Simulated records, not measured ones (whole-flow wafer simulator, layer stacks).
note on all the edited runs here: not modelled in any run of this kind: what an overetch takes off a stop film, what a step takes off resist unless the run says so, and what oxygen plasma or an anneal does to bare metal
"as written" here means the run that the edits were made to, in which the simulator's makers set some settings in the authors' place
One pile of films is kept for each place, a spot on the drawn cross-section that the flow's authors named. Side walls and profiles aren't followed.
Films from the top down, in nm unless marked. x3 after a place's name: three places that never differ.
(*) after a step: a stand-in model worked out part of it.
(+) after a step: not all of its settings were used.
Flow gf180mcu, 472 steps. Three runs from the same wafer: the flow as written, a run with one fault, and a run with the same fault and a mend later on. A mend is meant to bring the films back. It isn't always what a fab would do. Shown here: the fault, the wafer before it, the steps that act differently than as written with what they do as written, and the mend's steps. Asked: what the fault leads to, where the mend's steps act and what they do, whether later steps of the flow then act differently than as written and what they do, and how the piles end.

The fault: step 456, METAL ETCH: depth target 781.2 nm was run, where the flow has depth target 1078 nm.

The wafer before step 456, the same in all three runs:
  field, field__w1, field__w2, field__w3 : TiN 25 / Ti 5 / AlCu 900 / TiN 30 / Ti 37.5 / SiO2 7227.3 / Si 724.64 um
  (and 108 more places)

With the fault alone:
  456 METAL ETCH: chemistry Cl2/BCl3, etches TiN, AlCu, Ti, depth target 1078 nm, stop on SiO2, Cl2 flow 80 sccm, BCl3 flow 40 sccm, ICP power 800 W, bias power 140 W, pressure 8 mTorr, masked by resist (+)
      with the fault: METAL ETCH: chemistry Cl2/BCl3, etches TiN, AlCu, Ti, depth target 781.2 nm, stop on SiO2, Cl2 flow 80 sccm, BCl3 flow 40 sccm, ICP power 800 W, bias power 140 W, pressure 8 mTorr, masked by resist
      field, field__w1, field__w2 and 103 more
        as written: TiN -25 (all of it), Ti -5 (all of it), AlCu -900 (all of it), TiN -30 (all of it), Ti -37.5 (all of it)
        with the fault: TiN -25 (all of it), Ti -5 (all of it), AlCu -751.2
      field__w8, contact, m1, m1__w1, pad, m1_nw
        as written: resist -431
        with the fault: resist -312.5
  Later steps of the flow that act differently than as written:
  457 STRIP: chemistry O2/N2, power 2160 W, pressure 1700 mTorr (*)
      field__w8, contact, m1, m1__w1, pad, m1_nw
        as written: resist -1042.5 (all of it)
        with the fault: resist -1161 (all of it)
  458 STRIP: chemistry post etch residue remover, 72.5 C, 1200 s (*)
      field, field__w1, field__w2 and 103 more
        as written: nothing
        with the fault: AlCu -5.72
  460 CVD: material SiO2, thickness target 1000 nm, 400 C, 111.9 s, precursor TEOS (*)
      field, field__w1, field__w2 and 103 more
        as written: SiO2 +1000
        with the fault: SiO2 +1000 (new film)
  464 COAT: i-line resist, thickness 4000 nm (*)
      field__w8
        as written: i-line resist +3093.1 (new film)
        with the fault: i-line resist +3279.9 (new film)
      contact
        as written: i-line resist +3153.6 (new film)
        with the fault: i-line resist +3321.1 (new film)
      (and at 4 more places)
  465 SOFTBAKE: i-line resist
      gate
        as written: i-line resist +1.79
        with the fault: i-line resist -0.11
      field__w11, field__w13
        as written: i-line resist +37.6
        with the fault: i-line resist +26.8
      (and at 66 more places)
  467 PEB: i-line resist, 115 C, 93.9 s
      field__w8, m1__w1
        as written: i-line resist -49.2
        with the fault: i-line resist -53
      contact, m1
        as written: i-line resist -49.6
        with the fault: i-line resist -53.3
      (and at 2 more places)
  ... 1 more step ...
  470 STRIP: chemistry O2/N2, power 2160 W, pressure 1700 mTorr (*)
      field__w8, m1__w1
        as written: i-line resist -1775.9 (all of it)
        with the fault: i-line resist -1977.8 (all of it)
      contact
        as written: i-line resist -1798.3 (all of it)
        with the fault: i-line resist -1993.2 (all of it)
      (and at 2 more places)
  At the end the piles differ from the flow's by more than 2% or 0.5 nm, whichever is larger, at field, field__w1, field__w2 and 103 more.
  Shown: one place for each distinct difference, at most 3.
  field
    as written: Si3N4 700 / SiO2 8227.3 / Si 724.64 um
    with the fault: Si3N4 700 / SiO2 1000 / AlCu 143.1 / TiN 30 / Ti 37.5 / SiO2 7227.3 / Si 724.64 um
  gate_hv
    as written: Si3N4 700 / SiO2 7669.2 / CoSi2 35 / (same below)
    with the fault: Si3N4 700 / SiO2 1000 / AlCu 143.1 / TiN 30 / Ti 37.5 / SiO2 6669.2 / CoSi2 35 / (same below)
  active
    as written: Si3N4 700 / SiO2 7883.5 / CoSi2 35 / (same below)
    with the fault: Si3N4 700 / SiO2 1000 / AlCu 143.1 / TiN 30 / Ti 37.5 / SiO2 6883.5 / CoSi2 35 / (same below)

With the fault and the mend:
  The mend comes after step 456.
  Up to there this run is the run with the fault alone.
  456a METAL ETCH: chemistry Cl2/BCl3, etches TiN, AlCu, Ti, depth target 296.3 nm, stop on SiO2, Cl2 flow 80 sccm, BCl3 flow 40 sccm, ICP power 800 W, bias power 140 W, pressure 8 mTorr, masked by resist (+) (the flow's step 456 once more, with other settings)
      field, field__w1, field__w2 and 103 more
        AlCu -148.8 (all of it), TiN -30 (all of it), Ti -37.5 (all of it)
      field__w8, contact, m1, m1__w1, pad, m1_nw
        resist -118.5
  No later step of the flow acts differently than as written at any place that is followed.
  At the end the piles are the same as the flow's at every place that both follow.
